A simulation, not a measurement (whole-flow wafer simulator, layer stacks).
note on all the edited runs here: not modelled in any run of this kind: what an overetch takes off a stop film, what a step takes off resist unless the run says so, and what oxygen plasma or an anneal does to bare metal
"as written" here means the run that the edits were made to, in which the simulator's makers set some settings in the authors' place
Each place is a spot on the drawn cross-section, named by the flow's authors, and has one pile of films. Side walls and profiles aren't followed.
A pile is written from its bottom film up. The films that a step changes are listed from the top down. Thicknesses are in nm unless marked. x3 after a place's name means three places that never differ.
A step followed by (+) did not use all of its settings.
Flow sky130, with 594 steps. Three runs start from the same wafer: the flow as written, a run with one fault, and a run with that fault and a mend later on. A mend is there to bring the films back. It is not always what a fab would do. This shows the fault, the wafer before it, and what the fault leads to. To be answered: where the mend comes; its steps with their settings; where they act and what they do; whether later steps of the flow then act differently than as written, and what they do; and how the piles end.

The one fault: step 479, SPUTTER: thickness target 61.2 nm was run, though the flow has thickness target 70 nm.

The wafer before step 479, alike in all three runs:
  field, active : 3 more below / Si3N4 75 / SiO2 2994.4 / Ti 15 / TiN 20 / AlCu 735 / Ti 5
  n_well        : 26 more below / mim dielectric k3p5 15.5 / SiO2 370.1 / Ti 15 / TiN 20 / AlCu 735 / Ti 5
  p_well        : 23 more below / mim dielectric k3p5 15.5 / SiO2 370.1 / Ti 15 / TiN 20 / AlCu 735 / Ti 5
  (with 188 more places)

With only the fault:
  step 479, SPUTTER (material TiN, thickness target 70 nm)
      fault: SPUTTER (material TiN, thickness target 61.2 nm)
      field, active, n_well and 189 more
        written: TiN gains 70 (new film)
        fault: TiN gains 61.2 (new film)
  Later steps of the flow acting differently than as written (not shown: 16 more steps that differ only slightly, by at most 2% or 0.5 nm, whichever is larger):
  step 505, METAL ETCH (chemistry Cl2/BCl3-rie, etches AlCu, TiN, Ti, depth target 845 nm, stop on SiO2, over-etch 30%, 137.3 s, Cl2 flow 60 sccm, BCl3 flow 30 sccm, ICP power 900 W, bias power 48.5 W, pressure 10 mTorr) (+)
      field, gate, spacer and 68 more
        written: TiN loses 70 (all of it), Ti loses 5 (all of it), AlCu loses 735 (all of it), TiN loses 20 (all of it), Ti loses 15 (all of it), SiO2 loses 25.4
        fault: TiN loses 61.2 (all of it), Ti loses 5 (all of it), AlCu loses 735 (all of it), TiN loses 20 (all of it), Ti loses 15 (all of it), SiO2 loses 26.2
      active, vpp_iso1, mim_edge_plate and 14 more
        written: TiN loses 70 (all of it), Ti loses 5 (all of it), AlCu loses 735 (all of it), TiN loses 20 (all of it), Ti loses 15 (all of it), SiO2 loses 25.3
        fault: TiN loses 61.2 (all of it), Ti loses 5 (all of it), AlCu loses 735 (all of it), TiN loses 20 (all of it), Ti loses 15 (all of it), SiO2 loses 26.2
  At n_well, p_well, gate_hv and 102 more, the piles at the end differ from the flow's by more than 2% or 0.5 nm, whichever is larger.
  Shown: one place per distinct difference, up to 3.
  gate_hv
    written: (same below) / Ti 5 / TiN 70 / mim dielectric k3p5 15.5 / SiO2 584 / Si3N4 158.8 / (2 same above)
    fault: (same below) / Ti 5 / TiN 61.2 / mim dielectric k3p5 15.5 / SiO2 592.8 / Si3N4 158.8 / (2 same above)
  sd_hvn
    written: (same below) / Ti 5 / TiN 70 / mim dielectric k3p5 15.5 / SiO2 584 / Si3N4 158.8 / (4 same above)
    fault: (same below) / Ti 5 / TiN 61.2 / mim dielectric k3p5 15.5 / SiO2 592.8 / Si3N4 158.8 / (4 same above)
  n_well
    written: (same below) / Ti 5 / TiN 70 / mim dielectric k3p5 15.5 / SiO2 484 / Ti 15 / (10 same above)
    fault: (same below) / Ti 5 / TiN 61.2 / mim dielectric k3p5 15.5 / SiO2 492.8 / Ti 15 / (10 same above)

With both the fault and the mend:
  The mend stands after step 479.
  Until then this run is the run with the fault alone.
  step 479a, SPUTTER (material TiN, thickness target 8.8 nm) (the flow's step 479, run once more with other settings)
      field, active, n_well and 189 more
        TiN gains 8.8
  Later steps of the flow that are run all act as written at every place that is followed.
  By the end, the piles equal the flow's at every place that both follow.
